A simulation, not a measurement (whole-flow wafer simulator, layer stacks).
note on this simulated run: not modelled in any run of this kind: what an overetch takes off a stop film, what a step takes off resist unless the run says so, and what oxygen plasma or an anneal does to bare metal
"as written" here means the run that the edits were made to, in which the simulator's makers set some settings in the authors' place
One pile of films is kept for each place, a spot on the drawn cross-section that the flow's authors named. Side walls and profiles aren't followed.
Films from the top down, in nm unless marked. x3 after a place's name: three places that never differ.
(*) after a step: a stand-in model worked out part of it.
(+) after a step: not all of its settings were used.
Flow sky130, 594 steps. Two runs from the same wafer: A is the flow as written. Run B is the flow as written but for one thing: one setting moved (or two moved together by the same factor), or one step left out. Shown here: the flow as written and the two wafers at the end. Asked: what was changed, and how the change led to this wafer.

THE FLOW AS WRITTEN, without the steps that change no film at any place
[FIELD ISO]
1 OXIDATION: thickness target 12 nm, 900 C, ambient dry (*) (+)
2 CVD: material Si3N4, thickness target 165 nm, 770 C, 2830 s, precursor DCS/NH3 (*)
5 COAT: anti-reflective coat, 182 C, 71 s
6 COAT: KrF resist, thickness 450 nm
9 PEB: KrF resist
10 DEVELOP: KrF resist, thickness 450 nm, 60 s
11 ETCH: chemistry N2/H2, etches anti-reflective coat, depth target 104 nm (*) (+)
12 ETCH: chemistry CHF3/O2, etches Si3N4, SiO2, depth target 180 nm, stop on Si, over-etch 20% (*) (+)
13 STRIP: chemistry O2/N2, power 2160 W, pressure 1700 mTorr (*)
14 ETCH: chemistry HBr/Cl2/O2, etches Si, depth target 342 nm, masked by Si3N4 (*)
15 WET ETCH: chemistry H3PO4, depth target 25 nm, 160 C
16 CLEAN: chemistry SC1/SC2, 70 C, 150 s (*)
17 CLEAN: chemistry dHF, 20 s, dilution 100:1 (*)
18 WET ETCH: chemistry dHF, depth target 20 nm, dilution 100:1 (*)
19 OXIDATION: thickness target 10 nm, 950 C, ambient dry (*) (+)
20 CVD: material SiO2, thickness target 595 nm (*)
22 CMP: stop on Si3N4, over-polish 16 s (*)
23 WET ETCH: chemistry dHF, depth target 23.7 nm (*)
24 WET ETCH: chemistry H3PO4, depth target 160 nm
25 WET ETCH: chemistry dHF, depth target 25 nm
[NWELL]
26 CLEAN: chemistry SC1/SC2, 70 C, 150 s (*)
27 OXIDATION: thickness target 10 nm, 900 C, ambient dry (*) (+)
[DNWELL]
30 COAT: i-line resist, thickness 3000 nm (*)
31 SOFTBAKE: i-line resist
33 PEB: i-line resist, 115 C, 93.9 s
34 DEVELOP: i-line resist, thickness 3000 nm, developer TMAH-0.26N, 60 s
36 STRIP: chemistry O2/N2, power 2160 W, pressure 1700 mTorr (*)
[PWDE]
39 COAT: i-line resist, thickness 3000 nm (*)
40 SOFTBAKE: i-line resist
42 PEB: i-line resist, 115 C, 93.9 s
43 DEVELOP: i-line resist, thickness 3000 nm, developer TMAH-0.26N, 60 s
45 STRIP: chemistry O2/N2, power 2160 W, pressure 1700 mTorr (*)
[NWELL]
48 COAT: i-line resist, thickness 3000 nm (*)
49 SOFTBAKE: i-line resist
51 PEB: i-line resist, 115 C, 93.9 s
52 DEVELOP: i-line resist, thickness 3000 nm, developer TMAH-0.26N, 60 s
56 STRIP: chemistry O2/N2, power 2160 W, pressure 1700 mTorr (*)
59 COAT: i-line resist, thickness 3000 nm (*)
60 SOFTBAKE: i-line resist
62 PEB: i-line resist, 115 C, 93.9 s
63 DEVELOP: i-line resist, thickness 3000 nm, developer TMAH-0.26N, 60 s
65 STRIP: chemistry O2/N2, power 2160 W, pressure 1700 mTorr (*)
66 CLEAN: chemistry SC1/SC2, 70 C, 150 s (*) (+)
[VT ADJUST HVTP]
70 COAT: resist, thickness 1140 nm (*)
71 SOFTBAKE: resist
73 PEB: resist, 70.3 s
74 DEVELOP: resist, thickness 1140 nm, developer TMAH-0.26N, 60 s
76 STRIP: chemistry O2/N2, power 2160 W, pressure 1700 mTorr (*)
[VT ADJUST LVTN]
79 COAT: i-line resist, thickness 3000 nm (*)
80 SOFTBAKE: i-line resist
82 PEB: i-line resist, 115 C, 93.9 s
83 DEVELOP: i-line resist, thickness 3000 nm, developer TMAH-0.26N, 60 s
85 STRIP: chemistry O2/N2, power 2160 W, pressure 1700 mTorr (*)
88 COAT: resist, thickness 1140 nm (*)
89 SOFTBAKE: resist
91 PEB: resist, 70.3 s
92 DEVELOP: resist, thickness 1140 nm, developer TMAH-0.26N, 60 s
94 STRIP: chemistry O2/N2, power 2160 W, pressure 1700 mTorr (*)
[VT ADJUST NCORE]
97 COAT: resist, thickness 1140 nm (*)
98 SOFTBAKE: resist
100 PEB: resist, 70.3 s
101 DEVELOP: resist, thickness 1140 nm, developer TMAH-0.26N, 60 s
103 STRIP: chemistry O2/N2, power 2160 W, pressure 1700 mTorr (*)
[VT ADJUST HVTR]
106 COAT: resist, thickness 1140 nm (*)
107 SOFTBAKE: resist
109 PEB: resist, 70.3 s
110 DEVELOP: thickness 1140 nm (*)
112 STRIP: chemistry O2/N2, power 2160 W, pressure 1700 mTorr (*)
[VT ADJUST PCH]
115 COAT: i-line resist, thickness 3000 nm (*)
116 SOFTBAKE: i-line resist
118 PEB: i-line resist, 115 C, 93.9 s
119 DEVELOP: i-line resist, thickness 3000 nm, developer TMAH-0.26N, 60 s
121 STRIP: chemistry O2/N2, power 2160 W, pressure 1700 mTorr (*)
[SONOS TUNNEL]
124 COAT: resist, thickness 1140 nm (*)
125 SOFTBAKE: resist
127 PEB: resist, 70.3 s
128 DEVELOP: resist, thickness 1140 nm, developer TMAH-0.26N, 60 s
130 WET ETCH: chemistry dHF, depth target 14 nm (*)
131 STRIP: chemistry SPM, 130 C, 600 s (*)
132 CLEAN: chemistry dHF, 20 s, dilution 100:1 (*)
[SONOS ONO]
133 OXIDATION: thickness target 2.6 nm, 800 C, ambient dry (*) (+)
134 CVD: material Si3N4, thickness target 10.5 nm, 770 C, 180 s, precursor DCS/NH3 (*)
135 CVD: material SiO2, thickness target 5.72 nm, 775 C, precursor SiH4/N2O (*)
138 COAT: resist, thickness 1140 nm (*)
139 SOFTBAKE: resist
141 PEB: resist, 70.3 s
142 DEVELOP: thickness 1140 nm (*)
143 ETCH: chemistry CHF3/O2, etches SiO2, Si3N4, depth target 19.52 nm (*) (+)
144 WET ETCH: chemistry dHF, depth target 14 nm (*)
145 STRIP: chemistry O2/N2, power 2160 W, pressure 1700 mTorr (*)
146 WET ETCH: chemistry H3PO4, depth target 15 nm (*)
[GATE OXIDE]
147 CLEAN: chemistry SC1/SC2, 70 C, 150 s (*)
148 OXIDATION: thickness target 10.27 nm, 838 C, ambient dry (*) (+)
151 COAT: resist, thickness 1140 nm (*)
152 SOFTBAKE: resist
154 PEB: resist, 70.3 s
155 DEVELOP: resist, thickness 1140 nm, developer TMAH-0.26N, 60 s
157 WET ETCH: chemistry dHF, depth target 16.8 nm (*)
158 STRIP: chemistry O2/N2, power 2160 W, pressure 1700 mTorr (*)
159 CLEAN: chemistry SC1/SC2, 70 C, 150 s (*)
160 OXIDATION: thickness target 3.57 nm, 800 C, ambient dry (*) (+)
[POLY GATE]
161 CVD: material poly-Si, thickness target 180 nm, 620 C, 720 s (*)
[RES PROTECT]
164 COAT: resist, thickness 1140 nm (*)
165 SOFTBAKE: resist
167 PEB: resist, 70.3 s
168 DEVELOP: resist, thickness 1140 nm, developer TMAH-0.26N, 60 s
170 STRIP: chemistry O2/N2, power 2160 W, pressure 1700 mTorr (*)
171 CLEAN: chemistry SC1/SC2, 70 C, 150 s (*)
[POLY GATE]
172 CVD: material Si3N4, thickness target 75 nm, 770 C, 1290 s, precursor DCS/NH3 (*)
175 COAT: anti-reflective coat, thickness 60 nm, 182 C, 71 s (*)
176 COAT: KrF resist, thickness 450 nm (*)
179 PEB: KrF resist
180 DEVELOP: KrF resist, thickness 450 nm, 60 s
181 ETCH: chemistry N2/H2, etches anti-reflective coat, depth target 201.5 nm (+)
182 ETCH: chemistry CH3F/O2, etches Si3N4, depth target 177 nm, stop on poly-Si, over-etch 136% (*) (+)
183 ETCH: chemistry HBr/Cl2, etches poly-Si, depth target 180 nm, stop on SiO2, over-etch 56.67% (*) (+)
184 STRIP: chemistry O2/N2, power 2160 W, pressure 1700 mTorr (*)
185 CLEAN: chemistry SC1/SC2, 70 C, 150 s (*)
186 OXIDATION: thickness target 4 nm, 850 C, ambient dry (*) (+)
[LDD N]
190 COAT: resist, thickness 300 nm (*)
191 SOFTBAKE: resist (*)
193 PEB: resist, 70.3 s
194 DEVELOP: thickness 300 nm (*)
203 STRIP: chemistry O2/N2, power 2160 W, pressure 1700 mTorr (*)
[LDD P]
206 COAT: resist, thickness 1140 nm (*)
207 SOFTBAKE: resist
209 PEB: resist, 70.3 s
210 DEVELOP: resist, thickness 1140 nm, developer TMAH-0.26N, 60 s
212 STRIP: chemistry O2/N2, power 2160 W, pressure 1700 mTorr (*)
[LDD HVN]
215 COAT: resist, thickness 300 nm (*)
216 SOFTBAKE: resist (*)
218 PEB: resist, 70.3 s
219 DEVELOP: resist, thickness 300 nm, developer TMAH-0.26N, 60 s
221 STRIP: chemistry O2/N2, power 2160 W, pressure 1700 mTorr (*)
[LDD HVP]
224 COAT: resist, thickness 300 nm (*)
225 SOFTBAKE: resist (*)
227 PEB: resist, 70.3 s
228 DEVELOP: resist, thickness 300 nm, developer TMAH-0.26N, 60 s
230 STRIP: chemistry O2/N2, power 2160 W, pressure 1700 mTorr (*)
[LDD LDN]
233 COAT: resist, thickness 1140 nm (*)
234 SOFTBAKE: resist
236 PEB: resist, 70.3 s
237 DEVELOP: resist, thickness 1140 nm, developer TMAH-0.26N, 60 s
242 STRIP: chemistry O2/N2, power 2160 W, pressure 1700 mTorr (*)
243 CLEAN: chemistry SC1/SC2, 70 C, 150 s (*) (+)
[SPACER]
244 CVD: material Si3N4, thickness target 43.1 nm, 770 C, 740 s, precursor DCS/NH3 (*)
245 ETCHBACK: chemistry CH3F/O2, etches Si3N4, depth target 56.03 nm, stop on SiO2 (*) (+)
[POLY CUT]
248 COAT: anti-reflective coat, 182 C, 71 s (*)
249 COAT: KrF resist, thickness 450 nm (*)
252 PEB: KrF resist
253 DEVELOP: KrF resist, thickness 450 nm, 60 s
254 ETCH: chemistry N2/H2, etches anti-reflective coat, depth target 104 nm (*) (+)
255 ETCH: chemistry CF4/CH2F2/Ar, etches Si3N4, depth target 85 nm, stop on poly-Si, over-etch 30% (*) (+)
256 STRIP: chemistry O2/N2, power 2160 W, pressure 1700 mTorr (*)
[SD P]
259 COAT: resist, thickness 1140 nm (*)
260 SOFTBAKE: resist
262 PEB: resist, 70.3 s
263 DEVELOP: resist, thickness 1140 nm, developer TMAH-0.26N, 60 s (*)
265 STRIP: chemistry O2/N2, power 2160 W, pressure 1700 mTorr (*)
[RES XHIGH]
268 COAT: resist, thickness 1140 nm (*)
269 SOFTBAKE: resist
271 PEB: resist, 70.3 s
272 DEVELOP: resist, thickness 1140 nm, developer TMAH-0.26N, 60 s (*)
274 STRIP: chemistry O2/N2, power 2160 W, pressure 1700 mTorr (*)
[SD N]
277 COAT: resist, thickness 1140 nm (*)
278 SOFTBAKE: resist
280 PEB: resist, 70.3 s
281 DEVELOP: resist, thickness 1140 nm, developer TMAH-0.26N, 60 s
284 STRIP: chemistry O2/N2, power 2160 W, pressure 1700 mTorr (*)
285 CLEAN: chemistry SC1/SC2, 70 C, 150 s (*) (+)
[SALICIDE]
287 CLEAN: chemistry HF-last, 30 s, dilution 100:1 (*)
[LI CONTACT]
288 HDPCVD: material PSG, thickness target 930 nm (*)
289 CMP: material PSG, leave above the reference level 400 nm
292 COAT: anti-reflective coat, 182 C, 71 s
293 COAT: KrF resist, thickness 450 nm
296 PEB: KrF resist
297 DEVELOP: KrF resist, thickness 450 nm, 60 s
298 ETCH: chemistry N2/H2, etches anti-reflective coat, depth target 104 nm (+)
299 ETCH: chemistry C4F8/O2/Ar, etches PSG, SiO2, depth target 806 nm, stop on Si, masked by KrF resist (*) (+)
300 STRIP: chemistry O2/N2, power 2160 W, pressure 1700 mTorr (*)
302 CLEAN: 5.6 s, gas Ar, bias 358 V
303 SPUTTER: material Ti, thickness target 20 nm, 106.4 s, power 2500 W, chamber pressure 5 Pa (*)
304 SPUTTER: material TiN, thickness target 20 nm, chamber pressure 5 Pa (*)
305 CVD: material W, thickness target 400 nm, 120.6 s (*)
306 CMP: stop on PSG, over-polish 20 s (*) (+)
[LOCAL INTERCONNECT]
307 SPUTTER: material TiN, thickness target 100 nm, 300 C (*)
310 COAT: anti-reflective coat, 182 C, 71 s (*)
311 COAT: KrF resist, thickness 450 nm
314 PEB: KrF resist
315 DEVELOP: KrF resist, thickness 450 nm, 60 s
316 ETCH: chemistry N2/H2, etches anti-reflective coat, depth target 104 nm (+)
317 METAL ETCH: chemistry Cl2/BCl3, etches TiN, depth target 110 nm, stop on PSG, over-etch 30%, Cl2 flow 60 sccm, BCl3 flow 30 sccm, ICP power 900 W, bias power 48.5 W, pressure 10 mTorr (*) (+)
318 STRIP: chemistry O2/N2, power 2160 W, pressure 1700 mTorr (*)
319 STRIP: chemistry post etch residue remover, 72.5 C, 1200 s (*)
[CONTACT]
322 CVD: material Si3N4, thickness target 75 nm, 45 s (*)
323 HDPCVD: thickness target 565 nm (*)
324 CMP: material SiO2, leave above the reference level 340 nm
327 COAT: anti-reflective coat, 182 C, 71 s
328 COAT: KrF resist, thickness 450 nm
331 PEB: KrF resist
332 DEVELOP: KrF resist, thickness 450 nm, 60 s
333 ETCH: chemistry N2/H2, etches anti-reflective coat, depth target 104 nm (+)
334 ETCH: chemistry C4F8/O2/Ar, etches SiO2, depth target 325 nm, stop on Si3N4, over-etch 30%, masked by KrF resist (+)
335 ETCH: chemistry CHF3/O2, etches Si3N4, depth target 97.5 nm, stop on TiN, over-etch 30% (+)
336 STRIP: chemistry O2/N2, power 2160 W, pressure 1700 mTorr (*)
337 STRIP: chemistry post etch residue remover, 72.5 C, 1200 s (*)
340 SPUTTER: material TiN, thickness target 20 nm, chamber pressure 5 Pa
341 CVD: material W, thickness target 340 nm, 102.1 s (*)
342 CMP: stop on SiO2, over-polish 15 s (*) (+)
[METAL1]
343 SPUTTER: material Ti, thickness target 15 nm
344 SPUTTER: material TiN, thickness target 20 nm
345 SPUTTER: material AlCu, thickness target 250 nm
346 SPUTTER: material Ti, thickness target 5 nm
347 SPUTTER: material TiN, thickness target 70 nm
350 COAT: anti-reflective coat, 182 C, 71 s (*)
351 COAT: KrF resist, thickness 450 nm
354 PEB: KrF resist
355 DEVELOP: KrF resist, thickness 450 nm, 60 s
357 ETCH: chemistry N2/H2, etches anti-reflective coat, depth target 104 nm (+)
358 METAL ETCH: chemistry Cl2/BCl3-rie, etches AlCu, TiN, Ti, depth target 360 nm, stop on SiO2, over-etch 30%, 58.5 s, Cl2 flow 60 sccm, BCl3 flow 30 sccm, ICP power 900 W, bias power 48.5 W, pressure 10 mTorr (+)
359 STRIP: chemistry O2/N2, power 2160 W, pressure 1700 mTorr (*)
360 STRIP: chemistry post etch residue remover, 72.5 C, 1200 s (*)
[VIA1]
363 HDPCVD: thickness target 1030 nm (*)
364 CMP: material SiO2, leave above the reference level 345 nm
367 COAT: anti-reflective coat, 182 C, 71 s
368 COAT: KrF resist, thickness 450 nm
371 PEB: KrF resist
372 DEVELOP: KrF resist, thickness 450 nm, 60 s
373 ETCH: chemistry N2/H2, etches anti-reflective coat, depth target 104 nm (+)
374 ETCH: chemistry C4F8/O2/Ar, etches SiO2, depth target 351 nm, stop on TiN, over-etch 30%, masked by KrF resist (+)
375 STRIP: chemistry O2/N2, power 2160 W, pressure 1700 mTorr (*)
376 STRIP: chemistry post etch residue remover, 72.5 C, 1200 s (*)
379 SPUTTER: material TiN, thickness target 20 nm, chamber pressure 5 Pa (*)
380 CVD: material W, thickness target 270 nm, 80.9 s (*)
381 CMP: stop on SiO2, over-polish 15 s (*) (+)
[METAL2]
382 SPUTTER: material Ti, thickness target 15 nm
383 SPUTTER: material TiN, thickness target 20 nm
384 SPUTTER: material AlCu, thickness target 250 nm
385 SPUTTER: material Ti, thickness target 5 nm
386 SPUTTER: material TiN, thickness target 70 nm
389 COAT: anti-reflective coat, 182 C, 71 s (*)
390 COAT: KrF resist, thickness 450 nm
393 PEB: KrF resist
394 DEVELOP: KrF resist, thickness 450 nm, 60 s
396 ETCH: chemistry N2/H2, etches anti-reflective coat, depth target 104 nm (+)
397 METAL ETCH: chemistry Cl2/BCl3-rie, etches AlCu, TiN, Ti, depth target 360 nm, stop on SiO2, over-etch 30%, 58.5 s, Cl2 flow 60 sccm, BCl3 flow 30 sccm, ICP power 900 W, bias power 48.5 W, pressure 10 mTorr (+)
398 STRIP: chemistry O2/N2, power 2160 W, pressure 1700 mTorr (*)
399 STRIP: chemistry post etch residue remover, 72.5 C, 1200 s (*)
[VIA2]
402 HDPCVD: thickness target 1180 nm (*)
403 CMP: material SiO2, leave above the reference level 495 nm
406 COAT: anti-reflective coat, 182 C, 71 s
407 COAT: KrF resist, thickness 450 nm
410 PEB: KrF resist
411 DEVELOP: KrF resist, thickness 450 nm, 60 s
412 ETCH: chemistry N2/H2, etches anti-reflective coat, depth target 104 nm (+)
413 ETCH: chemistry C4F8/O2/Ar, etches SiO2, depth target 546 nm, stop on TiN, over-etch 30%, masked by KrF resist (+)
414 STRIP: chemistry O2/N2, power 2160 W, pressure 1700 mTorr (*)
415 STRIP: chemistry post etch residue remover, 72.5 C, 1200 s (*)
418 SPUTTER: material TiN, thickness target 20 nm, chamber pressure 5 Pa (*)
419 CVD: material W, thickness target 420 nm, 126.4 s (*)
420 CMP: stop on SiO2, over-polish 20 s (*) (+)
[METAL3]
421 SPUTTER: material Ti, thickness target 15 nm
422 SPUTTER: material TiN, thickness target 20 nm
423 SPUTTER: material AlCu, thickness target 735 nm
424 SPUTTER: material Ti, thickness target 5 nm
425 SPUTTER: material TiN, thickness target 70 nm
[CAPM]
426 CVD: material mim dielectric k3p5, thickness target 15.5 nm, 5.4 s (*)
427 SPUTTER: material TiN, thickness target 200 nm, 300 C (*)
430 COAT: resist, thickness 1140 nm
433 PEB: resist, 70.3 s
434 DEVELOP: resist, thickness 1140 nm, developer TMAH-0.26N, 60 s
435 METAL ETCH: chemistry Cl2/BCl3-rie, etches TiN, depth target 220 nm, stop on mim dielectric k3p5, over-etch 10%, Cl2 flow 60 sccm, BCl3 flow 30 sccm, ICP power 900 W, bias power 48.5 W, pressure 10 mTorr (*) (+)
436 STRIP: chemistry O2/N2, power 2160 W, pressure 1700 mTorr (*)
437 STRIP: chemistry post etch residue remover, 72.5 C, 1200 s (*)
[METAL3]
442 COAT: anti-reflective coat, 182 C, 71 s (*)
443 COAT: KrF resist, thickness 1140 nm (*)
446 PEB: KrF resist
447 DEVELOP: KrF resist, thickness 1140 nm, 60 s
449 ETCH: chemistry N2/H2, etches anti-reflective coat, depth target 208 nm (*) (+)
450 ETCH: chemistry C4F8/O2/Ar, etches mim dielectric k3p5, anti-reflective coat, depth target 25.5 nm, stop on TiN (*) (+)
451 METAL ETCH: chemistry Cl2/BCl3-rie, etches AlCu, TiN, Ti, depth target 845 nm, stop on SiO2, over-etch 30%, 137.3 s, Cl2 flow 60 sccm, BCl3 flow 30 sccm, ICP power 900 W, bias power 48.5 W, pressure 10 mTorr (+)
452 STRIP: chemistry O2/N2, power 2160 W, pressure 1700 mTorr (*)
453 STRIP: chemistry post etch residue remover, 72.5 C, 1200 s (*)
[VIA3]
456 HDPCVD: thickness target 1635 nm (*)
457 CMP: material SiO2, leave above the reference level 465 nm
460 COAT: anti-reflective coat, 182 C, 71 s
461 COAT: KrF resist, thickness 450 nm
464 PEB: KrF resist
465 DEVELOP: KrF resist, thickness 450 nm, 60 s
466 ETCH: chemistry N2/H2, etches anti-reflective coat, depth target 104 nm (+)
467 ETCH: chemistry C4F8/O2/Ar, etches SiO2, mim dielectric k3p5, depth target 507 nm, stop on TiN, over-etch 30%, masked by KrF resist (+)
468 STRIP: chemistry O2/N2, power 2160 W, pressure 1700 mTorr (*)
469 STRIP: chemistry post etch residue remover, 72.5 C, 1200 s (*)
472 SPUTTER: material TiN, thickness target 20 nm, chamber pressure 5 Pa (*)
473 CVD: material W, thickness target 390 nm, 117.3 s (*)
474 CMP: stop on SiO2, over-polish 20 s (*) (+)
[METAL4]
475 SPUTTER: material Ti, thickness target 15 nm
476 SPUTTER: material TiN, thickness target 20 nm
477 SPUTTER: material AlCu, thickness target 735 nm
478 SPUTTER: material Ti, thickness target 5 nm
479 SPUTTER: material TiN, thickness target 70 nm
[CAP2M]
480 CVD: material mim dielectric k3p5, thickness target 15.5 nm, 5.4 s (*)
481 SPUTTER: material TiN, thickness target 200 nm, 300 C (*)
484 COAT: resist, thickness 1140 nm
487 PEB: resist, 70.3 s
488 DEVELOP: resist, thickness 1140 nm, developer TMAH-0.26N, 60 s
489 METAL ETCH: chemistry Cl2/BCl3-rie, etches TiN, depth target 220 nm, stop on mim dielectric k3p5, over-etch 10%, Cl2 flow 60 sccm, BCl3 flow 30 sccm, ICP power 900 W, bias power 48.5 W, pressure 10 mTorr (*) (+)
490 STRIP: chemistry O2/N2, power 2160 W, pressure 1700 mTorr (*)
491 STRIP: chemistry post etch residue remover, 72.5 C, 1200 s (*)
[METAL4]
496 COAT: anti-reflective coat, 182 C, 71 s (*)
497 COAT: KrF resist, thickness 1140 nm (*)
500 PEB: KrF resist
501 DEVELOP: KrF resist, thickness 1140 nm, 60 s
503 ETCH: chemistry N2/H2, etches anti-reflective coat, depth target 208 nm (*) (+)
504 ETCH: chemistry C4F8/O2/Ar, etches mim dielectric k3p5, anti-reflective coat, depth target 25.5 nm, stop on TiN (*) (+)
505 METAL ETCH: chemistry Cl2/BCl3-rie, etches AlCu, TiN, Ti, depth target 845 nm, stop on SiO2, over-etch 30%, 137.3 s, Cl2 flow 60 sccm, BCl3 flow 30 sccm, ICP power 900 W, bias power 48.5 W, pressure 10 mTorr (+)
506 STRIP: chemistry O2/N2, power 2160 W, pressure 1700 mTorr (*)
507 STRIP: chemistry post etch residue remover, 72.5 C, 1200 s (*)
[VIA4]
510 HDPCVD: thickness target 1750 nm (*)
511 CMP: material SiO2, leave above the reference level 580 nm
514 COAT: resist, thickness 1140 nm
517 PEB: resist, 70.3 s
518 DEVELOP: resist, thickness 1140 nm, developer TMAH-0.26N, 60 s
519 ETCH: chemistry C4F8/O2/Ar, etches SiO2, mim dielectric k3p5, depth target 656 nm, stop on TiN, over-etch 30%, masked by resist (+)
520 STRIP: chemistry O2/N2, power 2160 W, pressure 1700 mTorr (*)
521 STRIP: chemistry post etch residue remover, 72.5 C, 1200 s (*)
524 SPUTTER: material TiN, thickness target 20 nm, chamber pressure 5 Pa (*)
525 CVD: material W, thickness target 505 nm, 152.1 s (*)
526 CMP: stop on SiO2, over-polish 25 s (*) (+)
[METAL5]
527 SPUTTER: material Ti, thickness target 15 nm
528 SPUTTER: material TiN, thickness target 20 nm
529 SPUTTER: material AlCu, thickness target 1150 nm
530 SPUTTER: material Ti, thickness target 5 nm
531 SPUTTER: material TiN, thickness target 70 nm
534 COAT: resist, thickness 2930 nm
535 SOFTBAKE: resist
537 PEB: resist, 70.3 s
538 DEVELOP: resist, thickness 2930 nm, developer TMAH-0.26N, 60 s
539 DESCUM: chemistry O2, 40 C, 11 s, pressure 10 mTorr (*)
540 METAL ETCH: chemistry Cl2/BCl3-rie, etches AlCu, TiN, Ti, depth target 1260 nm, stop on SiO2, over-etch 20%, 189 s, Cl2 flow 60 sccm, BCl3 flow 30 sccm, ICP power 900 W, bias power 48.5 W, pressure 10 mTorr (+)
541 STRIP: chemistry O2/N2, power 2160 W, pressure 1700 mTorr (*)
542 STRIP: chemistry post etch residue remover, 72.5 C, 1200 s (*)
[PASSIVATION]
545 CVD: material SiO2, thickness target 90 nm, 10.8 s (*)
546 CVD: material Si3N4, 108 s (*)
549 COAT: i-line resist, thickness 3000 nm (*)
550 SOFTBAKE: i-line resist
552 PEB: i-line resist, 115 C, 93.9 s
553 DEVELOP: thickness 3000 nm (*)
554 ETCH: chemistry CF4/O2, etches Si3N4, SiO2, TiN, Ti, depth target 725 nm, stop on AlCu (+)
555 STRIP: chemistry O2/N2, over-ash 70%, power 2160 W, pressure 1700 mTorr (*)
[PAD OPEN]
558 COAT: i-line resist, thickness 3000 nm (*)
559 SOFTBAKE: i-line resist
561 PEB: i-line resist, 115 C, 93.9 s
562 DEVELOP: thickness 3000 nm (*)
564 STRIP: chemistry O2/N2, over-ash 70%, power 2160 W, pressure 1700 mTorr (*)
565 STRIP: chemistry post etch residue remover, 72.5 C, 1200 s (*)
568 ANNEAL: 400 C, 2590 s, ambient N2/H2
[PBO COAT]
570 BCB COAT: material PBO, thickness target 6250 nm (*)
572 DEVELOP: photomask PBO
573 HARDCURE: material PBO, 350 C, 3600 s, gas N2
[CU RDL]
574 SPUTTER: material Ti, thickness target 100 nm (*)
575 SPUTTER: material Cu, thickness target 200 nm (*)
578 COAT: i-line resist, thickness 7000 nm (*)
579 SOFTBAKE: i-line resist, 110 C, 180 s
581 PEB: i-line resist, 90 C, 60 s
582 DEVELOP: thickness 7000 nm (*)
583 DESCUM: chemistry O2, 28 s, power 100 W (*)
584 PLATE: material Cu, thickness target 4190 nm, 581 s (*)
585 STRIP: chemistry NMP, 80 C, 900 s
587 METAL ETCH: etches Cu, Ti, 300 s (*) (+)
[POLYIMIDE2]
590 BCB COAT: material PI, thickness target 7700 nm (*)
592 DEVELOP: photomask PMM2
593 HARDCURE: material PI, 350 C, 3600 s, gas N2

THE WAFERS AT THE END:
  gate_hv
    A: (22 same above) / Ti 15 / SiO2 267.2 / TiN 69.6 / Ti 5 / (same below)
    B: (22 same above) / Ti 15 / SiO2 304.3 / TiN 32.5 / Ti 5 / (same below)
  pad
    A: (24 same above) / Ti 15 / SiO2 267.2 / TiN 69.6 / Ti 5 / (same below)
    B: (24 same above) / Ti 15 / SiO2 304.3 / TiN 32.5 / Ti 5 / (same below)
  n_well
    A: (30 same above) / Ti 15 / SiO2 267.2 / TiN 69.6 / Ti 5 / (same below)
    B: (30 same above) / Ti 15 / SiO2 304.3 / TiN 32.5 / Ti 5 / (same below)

The cause: step 347, SPUTTER: thickness target 32.9 nm was run, where the flow has thickness target 70 nm.

How the change led to this, step by step:
  347 SPUTTER: material TiN, thickness target 70 nm
      field, active, n_well and 188 more: A TiN +70 (new film) | B TiN +32.9 (new film)
  358 METAL ETCH: chemistry Cl2/BCl3-rie, etches AlCu, TiN, Ti, depth target 360 nm, stop on SiO2, over-etch 30%, 58.5 s, Cl2 flow 60 sccm, BCl3 flow 30 sccm, ICP power 900 W, bias power 48.5 W, pressure 10 mTorr (+)
      field, active, gate and 81 more: A TiN -68.7 (all of it), Ti -5 (all of it), AlCu -250 (all of it), TiN -20 (all of it), Ti -15 (all of it), SiO2 -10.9 | B TiN -31.6 (all of it), Ti -5 (all of it), AlCu -250 (all of it), TiN -20 (all of it), Ti -15 (all of it), SiO2 -14.6
  364 CMP: material SiO2, leave above the reference level 345 nm
      n_well, p_well, gate_hv and 100 more: A SiO2 -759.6 | B SiO2 -722.5
      poly_licon, ndiff_licon, ndiff_licon_cpp, rpo_hd_licon: A SiO2 -759 | B SiO2 -721.9
  374 ETCH: chemistry C4F8/O2/Ar, etches SiO2, depth target 351 nm, stop on TiN, over-etch 30%, masked by KrF resist (+)
      m1, via1_hole: A SiO2 -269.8 (all of it) | B SiO2 -306.9 (all of it)
  379 SPUTTER: material TiN, thickness target 20 nm, chamber pressure 5 Pa (*)
      m1: A TiN +11 | B TiN +10.3
      via1_hole: A TiN +10.9 | B TiN +10.3
  380 CVD: material W, thickness target 270 nm, 80.9 s (*)
      m1: A W +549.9 (new film) | B W +587.6 (new film)
      via1_hole: A W +549.9 (new film) | B W +587.7 (new film)
